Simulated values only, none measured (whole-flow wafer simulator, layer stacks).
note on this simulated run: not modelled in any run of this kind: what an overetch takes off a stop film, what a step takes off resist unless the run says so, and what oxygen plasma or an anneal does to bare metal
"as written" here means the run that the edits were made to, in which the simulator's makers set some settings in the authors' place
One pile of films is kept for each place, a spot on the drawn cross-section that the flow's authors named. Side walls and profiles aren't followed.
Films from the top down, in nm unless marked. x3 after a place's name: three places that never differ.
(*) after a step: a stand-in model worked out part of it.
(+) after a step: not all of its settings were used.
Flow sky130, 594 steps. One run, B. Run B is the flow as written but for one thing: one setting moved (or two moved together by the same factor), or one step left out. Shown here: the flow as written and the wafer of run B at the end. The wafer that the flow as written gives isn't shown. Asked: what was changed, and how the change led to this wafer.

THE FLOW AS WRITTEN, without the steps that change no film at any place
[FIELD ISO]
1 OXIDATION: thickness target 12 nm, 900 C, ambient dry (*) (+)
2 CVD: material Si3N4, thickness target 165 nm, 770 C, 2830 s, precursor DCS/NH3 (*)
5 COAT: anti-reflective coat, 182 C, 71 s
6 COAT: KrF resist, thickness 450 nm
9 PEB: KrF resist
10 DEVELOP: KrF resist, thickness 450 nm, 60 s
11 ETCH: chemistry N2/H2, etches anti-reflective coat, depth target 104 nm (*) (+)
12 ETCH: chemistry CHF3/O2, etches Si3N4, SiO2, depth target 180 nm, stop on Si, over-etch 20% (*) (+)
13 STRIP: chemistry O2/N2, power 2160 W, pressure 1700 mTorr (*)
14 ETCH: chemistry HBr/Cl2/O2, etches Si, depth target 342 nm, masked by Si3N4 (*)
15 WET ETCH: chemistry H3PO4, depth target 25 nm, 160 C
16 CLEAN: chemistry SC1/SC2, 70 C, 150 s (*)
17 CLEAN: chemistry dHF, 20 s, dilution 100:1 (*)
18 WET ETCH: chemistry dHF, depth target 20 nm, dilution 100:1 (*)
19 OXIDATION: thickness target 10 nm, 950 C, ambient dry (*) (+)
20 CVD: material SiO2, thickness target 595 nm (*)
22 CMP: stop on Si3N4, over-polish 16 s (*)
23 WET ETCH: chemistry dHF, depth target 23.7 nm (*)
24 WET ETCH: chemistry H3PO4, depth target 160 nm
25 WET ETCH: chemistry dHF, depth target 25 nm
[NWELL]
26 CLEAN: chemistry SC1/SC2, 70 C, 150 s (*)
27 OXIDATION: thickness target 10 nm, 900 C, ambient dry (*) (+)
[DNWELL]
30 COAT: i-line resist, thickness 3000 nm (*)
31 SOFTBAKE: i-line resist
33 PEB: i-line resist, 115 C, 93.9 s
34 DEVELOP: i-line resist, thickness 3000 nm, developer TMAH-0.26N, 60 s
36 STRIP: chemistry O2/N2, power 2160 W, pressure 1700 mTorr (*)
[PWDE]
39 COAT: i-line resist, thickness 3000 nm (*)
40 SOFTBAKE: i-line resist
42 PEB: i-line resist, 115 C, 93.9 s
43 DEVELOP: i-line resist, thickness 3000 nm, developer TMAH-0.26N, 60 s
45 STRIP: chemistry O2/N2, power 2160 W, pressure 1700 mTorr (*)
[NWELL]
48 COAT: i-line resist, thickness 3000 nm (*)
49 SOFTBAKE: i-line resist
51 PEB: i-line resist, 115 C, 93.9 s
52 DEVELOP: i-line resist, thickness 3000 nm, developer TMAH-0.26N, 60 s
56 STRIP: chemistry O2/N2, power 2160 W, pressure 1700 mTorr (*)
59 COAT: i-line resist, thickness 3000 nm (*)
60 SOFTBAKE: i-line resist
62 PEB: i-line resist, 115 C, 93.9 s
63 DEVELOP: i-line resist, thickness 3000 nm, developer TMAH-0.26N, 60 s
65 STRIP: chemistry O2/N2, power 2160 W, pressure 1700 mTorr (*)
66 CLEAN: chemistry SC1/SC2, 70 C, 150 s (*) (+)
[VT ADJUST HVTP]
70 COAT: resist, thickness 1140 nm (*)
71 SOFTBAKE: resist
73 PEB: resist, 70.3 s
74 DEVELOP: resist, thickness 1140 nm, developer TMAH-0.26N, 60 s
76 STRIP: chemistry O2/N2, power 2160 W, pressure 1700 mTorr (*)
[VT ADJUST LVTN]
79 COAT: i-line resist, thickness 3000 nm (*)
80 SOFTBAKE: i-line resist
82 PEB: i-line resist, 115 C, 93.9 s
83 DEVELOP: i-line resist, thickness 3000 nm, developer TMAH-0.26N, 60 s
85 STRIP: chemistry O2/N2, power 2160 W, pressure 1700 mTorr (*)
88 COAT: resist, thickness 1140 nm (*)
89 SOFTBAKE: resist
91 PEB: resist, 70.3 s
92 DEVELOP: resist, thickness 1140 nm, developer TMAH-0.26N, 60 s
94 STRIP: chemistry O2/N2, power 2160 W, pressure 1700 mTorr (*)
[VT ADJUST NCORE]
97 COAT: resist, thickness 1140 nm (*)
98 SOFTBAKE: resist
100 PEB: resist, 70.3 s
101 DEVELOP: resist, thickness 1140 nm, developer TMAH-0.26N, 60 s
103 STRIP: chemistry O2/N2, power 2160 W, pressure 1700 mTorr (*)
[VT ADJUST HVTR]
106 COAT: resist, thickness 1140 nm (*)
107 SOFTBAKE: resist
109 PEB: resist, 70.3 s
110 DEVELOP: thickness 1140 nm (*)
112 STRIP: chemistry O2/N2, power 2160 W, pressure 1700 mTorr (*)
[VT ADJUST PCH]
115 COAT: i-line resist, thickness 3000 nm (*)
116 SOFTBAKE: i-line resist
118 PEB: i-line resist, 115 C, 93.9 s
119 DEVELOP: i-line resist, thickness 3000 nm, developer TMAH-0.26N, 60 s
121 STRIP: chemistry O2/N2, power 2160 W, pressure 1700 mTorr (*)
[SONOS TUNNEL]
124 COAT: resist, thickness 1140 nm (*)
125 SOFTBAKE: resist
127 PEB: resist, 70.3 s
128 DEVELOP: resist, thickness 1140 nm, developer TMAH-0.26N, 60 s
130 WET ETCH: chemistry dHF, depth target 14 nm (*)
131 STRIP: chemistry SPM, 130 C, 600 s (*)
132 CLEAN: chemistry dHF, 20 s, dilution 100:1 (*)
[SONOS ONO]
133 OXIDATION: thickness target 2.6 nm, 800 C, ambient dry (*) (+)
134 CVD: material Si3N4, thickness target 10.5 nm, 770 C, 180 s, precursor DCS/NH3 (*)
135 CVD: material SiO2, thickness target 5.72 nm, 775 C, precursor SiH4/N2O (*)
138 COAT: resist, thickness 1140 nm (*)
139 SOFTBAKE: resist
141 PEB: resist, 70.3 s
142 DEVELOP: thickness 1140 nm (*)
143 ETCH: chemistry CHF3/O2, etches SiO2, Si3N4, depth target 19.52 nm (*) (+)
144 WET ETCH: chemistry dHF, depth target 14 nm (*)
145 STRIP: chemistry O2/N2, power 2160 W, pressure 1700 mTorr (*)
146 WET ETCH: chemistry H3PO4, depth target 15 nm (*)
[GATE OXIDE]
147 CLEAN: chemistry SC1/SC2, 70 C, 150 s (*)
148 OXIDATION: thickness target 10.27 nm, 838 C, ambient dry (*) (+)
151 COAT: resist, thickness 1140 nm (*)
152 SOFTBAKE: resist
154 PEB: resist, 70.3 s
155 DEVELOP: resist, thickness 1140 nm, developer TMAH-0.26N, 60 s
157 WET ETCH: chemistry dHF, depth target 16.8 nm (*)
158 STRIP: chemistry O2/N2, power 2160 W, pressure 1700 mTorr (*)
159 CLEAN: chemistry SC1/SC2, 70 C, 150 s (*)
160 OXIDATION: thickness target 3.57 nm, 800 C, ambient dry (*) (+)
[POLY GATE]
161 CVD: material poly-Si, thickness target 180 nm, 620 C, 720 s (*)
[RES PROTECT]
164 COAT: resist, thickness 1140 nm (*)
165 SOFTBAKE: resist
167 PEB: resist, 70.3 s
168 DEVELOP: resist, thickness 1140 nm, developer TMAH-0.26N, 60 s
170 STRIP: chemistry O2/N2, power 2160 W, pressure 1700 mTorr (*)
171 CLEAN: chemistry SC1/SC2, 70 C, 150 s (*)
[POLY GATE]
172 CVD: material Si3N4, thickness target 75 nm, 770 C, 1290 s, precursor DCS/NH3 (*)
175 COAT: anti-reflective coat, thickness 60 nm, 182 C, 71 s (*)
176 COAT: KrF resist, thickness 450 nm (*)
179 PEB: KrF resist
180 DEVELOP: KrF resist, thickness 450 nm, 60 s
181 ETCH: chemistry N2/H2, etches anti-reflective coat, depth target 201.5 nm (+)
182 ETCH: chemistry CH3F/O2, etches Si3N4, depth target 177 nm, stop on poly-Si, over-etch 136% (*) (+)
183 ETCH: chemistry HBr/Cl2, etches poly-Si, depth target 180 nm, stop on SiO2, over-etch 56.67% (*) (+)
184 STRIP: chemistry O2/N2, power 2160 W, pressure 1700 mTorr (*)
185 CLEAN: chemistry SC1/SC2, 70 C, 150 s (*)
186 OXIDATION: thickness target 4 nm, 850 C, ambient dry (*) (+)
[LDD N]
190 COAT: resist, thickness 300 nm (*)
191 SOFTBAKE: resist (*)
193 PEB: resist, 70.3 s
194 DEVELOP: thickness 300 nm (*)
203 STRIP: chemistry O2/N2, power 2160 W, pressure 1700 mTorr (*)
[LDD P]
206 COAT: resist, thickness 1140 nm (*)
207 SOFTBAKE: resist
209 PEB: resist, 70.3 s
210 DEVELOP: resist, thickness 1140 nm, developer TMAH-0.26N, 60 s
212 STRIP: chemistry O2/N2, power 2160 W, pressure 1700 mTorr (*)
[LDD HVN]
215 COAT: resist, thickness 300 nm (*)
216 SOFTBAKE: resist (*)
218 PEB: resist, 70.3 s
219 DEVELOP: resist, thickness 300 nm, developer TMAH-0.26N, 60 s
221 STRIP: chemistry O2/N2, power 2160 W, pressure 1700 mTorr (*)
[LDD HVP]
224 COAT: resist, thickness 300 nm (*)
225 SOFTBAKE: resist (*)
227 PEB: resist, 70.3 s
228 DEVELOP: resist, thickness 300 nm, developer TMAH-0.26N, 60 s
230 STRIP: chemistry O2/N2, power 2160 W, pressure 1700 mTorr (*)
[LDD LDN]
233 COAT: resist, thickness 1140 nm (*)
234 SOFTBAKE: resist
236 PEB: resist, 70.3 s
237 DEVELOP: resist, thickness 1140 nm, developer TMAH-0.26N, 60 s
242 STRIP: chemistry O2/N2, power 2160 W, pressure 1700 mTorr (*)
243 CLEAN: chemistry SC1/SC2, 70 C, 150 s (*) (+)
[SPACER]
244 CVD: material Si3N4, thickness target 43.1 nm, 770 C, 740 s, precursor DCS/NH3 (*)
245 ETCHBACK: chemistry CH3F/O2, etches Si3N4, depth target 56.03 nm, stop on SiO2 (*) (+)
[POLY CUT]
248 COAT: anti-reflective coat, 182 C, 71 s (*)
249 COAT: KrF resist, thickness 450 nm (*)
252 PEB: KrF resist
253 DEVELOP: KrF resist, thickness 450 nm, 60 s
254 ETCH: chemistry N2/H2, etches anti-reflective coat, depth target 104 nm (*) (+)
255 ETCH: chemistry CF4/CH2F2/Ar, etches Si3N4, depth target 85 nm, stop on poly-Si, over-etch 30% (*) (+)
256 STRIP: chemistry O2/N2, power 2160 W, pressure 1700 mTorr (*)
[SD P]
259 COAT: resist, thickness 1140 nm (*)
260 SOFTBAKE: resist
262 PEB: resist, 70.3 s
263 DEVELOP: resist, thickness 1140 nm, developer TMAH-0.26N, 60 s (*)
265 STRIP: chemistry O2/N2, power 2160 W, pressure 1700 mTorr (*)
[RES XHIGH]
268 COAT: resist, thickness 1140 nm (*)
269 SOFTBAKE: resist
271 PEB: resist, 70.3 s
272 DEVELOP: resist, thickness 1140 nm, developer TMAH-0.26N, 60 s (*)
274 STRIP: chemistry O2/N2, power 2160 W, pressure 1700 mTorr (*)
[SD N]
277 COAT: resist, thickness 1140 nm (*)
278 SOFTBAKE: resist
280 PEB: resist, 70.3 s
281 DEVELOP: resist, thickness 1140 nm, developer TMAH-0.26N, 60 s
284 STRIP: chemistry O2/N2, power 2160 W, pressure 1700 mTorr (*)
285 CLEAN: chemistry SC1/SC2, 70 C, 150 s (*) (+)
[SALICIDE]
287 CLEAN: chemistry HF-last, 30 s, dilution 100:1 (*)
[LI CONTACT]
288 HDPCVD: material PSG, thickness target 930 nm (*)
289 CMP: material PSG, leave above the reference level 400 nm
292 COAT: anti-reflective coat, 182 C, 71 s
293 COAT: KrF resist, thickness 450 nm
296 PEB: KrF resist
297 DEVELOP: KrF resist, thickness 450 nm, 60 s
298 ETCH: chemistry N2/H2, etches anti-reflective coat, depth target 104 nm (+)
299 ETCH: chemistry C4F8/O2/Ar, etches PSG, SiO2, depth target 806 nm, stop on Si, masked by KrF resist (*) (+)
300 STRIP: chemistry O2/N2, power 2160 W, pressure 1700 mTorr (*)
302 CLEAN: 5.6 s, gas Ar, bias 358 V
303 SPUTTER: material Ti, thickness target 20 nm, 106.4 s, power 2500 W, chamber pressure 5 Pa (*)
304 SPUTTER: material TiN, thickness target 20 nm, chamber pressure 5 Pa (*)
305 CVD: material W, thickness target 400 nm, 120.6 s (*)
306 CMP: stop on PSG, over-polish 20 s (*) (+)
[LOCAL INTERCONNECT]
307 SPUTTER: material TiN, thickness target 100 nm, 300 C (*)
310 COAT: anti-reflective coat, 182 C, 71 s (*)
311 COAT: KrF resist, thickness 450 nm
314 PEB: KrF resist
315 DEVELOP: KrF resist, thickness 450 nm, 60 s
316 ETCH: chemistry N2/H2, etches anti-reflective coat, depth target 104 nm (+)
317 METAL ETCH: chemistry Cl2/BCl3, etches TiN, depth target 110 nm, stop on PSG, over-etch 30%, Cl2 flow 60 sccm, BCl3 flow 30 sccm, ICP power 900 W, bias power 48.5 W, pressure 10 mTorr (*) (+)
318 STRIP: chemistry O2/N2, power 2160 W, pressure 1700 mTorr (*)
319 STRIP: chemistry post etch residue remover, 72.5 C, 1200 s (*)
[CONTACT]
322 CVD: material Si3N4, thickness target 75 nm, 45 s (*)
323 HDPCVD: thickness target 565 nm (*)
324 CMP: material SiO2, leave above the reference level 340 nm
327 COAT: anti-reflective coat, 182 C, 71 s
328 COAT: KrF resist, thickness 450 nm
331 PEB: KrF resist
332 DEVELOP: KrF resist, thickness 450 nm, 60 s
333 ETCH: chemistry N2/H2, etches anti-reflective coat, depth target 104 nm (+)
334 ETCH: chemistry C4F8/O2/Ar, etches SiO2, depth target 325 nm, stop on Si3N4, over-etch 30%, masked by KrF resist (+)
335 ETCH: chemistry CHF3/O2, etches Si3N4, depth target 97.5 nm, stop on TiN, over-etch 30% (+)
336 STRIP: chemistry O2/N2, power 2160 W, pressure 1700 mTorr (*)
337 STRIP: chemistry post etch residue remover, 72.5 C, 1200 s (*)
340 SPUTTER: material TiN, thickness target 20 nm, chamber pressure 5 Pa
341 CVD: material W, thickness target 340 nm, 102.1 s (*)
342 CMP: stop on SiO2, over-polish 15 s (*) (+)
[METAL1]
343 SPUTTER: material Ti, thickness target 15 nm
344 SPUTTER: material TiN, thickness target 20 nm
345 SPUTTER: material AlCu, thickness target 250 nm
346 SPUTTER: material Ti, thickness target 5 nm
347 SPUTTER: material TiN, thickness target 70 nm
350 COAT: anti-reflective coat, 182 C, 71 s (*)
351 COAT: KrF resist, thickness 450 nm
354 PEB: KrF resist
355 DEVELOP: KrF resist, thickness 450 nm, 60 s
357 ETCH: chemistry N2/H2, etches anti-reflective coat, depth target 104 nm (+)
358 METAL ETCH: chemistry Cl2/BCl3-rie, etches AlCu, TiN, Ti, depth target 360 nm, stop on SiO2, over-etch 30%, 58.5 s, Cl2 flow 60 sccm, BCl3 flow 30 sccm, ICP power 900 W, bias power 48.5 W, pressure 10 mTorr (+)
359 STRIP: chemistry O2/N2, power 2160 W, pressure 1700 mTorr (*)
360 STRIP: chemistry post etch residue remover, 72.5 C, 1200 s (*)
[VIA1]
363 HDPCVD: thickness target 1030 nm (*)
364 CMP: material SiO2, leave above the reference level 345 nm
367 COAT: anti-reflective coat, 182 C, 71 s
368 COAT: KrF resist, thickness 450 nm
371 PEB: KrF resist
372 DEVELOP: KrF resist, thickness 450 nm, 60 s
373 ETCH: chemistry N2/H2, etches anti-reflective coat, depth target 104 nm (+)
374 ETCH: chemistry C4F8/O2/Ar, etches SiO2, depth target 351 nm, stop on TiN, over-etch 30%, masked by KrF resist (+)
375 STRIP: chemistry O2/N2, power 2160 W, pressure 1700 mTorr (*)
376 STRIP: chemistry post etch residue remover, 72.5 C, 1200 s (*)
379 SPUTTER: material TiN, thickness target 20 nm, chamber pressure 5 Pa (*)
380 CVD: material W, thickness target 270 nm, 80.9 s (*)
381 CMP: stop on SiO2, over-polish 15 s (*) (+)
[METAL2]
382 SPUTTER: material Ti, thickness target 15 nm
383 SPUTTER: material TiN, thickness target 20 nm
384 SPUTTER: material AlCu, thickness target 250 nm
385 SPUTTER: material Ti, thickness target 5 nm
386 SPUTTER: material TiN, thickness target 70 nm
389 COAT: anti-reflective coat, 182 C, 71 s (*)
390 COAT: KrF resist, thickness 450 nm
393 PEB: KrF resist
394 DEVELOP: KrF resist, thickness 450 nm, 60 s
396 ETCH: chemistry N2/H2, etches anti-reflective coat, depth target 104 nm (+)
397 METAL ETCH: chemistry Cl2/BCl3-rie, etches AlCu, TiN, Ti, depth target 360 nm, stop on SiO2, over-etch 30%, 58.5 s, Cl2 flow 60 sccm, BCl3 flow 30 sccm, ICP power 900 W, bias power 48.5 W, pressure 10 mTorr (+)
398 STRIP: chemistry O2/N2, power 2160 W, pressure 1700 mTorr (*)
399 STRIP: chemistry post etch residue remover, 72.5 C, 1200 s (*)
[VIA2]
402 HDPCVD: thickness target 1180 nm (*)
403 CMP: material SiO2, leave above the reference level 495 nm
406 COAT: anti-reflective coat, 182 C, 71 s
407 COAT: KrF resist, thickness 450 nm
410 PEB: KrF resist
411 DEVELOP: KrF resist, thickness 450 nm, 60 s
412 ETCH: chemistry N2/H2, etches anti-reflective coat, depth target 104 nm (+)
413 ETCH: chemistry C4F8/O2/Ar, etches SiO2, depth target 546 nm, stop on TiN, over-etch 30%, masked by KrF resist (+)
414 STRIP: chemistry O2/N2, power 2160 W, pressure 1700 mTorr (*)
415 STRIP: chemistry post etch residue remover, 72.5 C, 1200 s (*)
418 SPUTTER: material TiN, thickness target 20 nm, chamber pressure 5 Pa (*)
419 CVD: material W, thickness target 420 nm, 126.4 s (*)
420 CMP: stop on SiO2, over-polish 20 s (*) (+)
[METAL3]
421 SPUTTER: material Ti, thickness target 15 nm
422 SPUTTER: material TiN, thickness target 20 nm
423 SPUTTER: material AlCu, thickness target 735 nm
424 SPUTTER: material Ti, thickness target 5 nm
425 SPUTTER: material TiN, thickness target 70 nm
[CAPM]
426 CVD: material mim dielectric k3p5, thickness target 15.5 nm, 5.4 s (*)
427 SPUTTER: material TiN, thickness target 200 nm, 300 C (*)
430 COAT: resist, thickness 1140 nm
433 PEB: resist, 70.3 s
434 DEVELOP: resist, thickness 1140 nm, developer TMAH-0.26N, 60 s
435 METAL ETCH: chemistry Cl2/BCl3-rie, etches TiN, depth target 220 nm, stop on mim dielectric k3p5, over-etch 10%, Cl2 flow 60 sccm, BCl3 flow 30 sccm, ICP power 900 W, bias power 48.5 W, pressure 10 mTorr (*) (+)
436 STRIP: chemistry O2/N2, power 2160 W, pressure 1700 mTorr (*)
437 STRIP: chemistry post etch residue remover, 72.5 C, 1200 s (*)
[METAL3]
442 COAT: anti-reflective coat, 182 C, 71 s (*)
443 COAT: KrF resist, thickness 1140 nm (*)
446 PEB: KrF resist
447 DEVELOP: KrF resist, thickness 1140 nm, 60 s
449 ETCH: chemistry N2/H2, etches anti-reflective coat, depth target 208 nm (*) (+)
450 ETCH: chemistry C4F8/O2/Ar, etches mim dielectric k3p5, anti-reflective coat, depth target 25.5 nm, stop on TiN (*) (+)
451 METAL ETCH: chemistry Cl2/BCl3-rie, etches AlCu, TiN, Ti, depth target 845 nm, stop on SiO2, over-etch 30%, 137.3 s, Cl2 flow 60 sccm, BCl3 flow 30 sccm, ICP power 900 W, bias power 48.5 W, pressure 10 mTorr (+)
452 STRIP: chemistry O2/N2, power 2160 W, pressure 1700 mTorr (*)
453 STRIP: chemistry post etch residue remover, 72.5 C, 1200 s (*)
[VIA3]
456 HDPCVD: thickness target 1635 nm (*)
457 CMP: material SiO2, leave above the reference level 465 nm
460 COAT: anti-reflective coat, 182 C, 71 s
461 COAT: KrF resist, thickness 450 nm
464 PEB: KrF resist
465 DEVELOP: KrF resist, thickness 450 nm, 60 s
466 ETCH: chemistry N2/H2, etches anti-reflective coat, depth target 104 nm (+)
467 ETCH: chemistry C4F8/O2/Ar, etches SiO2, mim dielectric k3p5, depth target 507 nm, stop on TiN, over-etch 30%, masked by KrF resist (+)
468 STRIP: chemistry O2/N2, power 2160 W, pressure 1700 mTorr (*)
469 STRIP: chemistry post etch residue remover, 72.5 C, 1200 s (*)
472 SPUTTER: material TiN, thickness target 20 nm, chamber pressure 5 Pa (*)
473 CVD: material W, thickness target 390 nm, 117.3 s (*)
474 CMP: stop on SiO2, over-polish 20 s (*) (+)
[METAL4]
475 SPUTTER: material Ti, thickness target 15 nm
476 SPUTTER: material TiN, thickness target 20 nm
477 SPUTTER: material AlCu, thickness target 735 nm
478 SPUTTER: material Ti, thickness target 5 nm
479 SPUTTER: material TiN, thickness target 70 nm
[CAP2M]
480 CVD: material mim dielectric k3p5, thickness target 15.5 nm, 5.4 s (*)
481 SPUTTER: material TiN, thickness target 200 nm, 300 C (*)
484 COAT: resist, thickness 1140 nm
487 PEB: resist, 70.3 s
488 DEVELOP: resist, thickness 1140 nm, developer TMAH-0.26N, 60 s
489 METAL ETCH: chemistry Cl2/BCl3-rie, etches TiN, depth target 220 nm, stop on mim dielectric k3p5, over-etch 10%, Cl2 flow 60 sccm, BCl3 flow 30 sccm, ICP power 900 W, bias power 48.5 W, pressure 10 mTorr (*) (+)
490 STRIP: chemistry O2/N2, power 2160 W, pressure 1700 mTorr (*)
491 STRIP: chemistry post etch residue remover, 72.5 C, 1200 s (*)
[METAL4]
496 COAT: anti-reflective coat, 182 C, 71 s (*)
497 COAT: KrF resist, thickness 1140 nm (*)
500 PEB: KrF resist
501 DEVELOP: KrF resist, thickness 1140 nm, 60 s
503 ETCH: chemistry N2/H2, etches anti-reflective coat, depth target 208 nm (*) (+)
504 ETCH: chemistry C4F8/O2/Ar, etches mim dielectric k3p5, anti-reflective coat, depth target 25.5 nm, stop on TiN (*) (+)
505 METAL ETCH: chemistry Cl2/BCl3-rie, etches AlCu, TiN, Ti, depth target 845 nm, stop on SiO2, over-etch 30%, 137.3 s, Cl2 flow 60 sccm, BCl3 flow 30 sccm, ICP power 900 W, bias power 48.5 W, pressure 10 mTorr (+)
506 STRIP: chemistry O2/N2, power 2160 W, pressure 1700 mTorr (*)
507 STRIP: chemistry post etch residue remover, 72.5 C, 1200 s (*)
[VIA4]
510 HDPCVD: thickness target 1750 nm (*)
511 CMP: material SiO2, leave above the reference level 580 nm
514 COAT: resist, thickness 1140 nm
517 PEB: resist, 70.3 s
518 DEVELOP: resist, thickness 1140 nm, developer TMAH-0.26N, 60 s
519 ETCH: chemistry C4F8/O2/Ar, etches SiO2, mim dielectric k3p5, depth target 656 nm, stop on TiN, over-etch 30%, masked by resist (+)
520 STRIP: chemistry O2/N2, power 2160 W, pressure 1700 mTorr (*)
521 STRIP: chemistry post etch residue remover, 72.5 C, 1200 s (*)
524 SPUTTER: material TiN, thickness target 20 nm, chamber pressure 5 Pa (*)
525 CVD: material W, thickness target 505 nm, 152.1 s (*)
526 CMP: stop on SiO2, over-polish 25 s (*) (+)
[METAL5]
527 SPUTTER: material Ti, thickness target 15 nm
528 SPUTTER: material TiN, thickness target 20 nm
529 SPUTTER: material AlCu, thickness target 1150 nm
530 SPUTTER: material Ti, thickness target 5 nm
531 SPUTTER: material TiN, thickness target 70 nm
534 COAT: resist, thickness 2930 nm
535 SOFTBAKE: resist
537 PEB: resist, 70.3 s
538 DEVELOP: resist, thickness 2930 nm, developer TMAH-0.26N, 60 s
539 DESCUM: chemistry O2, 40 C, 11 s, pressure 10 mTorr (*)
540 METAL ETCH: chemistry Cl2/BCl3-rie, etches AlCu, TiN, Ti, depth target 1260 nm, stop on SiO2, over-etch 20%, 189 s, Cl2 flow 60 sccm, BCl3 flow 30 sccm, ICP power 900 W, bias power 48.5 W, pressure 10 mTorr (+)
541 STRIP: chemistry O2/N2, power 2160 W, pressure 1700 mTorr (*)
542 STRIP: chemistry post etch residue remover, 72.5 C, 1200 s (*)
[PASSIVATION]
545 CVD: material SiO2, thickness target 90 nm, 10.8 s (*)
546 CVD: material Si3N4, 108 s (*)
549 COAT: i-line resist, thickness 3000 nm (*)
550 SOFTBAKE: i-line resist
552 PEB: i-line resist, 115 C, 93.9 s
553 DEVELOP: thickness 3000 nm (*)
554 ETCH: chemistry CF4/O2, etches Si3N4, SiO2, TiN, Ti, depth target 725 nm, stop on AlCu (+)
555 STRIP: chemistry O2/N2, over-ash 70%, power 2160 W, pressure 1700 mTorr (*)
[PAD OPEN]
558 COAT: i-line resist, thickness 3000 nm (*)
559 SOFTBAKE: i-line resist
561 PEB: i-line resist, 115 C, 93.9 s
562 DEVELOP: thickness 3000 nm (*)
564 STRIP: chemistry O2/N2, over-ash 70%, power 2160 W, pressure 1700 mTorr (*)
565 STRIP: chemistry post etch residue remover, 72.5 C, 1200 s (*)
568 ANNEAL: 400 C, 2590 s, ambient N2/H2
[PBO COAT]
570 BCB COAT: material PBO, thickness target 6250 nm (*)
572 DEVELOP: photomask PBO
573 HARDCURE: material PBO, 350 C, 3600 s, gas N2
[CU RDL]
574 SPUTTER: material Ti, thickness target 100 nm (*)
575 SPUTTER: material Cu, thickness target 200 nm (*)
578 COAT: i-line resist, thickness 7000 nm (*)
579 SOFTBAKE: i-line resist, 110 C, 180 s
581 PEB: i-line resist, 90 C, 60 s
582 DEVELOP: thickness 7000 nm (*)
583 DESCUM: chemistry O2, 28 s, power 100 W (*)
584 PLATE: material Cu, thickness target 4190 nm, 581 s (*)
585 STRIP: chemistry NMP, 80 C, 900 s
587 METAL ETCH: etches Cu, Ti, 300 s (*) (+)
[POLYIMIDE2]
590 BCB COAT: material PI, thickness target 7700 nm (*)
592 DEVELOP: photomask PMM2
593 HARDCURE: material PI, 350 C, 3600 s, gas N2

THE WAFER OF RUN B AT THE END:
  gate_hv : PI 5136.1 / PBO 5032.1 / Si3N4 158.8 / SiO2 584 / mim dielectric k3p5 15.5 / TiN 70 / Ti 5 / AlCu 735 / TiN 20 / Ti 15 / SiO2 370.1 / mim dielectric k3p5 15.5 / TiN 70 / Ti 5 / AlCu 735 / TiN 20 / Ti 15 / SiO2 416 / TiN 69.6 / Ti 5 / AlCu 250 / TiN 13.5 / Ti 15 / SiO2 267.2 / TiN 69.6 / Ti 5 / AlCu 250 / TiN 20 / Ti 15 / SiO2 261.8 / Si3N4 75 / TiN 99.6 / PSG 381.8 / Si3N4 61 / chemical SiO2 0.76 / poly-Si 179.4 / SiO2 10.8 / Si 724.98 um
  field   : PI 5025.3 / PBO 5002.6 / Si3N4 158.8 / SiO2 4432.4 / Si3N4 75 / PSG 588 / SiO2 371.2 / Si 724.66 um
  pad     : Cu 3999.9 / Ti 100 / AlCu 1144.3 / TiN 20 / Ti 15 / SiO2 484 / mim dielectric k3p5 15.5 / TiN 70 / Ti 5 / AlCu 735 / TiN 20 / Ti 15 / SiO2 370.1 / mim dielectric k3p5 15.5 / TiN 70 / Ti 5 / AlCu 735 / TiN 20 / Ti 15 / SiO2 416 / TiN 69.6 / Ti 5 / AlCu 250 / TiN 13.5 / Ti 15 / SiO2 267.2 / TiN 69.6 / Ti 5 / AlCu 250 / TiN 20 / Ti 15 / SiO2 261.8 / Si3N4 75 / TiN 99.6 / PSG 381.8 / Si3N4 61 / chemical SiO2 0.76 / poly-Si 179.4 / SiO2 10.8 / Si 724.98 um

The cause: step 383, SPUTTER: thickness target 13.5 nm was run, where the flow has thickness target 20 nm.
It can be read off the wafer: gate_hv has TiN 13.5, and step 383 as written asks for 20 nm.

How the change led to this, step by step:
  383 SPUTTER: material TiN, thickness target 20 nm
      field, active, n_well and 188 more: TiN +13.5 (new film) (as written it would be: TiN +20 (new film))
  397 METAL ETCH: chemistry Cl2/BCl3-rie, etches AlCu, TiN, Ti, depth target 360 nm, stop on SiO2, over-etch 30%, 58.5 s, Cl2 flow 60 sccm, BCl3 flow 30 sccm, ICP power 900 W, bias power 48.5 W, pressure 10 mTorr (+)
      field, active, gate and 82 more: TiN -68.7 (all of it), Ti -5 (all of it), AlCu -250 (all of it), TiN -13.5 (all of it), Ti -15 (all of it), SiO2 -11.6 (as written it would be: TiN -68.7 (all of it), Ti -5 (all of it), AlCu -250 (all of it), TiN -20 (all of it), Ti -15 (all of it), SiO2 -10.9)
